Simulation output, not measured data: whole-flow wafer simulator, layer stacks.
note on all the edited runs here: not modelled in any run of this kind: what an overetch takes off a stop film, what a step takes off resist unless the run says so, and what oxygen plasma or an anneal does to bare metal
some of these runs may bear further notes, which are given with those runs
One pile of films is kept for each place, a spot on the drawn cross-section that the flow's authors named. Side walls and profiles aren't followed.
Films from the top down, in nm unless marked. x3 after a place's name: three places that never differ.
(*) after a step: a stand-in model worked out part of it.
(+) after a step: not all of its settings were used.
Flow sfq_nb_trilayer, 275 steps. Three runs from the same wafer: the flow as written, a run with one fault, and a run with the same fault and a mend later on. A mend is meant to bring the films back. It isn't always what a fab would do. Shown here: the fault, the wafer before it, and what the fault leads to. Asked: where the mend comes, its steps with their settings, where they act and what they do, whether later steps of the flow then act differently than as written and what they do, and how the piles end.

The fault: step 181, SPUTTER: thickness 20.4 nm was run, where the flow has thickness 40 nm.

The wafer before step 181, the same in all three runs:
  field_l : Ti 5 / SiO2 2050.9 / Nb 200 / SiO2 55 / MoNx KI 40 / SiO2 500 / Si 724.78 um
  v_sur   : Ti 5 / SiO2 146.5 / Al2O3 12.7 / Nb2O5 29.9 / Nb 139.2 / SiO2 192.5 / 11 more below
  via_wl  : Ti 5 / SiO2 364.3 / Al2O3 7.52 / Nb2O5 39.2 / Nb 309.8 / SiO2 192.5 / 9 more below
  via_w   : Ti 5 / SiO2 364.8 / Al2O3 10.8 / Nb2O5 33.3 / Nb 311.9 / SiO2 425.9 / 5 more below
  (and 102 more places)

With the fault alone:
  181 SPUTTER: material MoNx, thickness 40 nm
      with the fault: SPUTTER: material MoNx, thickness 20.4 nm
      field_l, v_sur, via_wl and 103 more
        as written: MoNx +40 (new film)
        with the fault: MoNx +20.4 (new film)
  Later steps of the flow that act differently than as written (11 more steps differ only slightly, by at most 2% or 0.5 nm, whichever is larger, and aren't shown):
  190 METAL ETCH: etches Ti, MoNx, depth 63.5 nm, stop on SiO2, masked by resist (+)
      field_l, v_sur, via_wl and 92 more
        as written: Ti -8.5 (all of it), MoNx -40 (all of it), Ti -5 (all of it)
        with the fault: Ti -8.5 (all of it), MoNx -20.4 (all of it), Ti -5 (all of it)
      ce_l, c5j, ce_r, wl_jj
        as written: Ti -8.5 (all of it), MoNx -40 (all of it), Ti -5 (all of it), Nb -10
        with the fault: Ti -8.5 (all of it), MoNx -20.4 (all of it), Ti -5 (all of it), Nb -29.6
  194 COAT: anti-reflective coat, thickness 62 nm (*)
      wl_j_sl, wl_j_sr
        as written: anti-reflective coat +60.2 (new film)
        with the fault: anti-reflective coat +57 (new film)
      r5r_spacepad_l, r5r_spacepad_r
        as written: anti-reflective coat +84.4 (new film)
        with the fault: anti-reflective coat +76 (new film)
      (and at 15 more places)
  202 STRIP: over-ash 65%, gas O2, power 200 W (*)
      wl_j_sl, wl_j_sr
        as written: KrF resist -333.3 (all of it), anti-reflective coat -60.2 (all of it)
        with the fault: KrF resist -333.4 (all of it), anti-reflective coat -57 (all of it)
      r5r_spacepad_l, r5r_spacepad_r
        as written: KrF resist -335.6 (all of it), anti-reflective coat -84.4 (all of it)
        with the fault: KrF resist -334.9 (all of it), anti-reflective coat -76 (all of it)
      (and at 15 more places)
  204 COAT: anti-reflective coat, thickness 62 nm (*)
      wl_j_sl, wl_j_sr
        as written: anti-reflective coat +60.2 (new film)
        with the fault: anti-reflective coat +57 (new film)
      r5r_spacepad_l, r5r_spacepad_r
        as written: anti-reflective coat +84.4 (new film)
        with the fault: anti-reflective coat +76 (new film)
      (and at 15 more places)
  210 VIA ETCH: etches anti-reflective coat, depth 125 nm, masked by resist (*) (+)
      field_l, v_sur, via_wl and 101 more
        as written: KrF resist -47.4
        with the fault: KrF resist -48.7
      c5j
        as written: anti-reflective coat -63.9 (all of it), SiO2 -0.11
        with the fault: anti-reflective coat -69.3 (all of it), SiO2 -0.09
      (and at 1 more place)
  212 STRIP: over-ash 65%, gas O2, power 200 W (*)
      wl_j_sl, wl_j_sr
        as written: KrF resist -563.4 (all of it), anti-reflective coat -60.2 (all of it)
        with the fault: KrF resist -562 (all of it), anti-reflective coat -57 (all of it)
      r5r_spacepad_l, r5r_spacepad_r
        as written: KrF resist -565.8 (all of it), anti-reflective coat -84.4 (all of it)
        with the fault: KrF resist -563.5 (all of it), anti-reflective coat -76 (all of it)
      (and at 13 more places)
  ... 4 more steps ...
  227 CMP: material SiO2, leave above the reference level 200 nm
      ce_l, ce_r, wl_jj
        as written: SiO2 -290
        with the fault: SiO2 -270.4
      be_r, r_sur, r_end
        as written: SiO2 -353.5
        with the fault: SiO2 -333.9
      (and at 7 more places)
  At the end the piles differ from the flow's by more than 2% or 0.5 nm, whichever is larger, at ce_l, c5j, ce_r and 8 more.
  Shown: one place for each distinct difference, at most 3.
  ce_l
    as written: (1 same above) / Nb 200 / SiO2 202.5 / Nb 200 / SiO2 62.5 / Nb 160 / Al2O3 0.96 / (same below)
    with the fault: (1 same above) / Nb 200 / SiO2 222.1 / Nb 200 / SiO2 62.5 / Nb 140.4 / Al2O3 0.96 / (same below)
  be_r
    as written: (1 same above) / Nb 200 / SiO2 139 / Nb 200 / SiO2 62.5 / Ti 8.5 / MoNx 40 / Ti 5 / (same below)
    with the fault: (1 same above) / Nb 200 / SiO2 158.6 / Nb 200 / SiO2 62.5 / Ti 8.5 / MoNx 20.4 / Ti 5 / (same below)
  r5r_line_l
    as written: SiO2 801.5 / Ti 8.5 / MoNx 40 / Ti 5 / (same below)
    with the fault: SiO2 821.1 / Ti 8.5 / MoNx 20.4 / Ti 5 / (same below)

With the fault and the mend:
  The mend comes after step 181.
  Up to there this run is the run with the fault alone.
  181a SPUTTER: material MoNx, thickness 19.6 nm (the flow's step 181 once more, with other settings)
      field_l, v_sur, via_wl and 103 more
        MoNx +19.6
  No later step of the flow acts differently than as written at any place that is followed.
  At the end the piles are the same as the flow's at every place that both follow.
